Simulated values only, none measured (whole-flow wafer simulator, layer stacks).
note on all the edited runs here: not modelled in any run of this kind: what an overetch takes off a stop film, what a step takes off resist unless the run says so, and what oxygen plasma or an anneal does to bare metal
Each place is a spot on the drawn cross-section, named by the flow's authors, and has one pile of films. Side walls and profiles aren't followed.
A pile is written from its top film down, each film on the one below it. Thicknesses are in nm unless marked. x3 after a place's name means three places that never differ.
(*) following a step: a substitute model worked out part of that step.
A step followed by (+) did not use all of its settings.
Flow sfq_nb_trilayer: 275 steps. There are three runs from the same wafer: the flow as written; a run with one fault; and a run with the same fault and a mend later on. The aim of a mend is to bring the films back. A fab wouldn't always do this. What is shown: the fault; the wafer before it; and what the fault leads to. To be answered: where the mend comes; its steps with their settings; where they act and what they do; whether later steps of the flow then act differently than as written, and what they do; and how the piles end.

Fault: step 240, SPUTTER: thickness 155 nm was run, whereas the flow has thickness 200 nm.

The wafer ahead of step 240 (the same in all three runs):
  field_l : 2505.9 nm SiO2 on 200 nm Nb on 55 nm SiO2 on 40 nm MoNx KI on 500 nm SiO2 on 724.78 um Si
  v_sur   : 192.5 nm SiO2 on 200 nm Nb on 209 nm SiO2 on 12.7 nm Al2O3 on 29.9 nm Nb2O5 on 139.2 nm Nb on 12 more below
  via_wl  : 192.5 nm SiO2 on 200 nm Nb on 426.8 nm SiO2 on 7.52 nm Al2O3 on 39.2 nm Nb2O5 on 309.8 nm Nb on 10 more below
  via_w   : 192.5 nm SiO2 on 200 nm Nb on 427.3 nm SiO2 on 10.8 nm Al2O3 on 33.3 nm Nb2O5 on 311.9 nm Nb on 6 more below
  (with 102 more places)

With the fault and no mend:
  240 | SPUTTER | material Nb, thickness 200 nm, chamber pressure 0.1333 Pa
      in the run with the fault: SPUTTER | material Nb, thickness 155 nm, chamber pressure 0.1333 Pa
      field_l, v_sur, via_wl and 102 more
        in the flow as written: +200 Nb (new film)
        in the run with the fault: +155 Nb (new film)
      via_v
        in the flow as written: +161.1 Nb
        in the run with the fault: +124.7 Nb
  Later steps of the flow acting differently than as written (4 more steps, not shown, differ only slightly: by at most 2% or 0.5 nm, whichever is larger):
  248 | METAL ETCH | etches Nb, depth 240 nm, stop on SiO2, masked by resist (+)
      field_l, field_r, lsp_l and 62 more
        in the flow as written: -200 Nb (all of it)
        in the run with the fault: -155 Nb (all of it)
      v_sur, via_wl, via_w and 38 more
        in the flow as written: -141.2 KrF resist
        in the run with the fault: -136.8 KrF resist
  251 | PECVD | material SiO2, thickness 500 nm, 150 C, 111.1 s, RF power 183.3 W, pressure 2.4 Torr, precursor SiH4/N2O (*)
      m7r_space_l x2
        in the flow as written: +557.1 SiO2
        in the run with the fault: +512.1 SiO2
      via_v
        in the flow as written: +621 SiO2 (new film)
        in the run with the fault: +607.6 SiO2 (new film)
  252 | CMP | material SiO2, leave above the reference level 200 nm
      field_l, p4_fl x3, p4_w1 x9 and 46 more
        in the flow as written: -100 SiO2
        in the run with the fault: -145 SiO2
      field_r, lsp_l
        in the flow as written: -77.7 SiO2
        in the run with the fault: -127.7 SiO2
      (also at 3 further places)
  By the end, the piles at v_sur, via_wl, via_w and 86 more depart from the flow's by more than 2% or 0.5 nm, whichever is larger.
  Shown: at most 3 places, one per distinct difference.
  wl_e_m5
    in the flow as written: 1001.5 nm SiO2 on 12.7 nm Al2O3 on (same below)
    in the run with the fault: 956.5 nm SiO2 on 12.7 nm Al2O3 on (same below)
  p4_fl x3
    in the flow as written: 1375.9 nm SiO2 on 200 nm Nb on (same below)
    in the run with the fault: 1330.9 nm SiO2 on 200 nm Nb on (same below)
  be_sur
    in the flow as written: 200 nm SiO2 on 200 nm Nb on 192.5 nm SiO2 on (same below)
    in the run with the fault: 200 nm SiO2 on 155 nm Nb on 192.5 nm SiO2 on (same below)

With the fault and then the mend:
  After step 240 comes the mend.
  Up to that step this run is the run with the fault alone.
  240a | SPUTTER | material Nb, thickness 45 nm, chamber pressure 0.1333 Pa (the flow's step 240, run once more with other settings)
      field_l, v_sur, via_wl and 102 more
        +45 Nb
      via_v
        +33.1 Nb
  None of the later steps of the flow differs from how it acts as written, at any place that is followed, by more than 2% or 0.5 nm, whichever is larger.
  The piles end only slightly different from the flow's at the places that both follow, by no more than 2% or 0.5 nm, whichever is larger.
